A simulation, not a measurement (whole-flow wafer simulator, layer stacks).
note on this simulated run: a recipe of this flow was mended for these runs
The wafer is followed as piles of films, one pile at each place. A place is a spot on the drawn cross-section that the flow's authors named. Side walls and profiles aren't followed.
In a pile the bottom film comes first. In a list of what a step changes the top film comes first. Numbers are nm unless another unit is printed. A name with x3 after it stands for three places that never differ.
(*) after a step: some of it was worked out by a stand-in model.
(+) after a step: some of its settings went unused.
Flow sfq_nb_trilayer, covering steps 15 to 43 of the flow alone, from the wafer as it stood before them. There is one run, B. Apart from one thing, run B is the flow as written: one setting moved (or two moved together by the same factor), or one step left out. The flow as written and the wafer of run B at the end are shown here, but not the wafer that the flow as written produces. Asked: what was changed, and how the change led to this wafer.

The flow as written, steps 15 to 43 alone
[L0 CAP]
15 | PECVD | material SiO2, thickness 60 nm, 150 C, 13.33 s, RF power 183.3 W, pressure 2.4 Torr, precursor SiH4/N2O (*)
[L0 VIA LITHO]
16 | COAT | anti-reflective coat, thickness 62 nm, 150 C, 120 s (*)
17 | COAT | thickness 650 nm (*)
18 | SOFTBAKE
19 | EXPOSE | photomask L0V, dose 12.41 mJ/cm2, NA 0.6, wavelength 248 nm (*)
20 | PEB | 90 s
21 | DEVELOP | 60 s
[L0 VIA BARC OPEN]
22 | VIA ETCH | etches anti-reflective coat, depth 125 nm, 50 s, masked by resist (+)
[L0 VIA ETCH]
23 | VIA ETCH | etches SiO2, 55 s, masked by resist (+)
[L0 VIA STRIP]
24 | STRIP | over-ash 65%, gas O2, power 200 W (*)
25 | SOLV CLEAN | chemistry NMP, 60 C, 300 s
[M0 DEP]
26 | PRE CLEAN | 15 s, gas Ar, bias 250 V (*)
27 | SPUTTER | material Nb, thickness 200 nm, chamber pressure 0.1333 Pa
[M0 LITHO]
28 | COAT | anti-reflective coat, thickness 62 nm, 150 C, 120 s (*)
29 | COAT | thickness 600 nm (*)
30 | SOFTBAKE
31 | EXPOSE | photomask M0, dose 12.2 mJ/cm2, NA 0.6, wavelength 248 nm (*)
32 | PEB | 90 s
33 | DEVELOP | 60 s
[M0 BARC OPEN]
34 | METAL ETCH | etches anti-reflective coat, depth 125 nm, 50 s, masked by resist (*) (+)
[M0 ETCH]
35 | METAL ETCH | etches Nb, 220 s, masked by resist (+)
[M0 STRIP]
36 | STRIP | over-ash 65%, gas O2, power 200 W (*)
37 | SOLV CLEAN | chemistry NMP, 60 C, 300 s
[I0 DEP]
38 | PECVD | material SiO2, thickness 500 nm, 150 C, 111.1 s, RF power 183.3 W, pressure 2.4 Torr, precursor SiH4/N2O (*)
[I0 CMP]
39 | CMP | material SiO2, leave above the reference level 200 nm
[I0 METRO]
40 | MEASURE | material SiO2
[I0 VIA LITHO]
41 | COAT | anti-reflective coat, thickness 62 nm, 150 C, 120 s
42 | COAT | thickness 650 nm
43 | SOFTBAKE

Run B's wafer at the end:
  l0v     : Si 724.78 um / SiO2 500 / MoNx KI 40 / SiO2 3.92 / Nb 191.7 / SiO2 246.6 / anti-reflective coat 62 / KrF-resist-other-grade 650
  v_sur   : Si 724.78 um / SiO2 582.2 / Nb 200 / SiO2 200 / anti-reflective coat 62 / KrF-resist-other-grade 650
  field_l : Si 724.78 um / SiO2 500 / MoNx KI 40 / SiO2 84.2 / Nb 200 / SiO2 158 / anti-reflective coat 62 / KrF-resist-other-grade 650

Cause: step 15, PECVD: thickness 89.25 nm was run, though the flow has thickness 60 nm; step 15, PECVD: 19.83 s was run, where the flow has 13.33 s.

The path from the change to this, step by step:
  15 | PECVD | material SiO2, thickness 60 nm, 150 C, 13.33 s, RF power 183.3 W, pressure 2.4 Torr, precursor SiH4/N2O (*)
      v_sur, via_wl, via_w and 97 more: +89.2 SiO2 (in the flow as written it would be: +60 SiO2)
      field_l, l0_sur, l0v, l0r_line_l, l0r_line_c, l0r_line_r: +89.2 SiO2 (new film) (in the flow as written it would be: +60 SiO2 (new film))
  23 | VIA ETCH | etches SiO2, 55 s, masked by resist (+)
      l0v: -80 SiO2 (in the flow as written it would be: -59.7 SiO2 (all of it), -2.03 MoNx KI)
  26 | PRE CLEAN | 15 s, gas Ar, bias 250 V (*)
      l0v: -5 SiO2 (in the flow as written it would be: -2.91 MoNx KI)
  28 | COAT | anti-reflective coat, thickness 62 nm, 150 C, 120 s (*)
      ln_m6: +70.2 anti-reflective coat (new film) (in the flow as written it would be: +67.9 anti-reflective coat (new film))
      lsp_r: +73.1 anti-reflective coat (new film) (in the flow as written it would be: +71.1 anti-reflective coat (new film))
      (and at 2 other places as well)
  29 | COAT | thickness 600 nm (*)
      l0v: +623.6 KrF-resist-other-grade (new film) (in the flow as written it would be: +609.5 KrF-resist-other-grade (new film))
  36 | STRIP | over-ash 65%, gas O2, power 200 W (*)
      ln_m6: -367.5 KrF-resist-other-grade (all of it), -70.2 anti-reflective coat (all of it) (in the flow as written it would be: -369.9 KrF-resist-other-grade (all of it), -67.9 anti-reflective coat (all of it))
      lsp_r: -365.3 KrF-resist-other-grade (all of it), -73.1 anti-reflective coat (all of it) (in the flow as written it would be: -368.6 KrF-resist-other-grade (all of it), -71.1 anti-reflective coat (all of it))
      (and at 2 other places as well)
  39 | CMP | material SiO2, leave above the reference level 200 nm
      l0v: -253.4 SiO2 (in the flow as written it would be: -277.4 SiO2)
If metal films that touch count as one body, l0v has 2 bodies (between them, from the top down: SiO2 3.92); the flow as written gives 1 body.
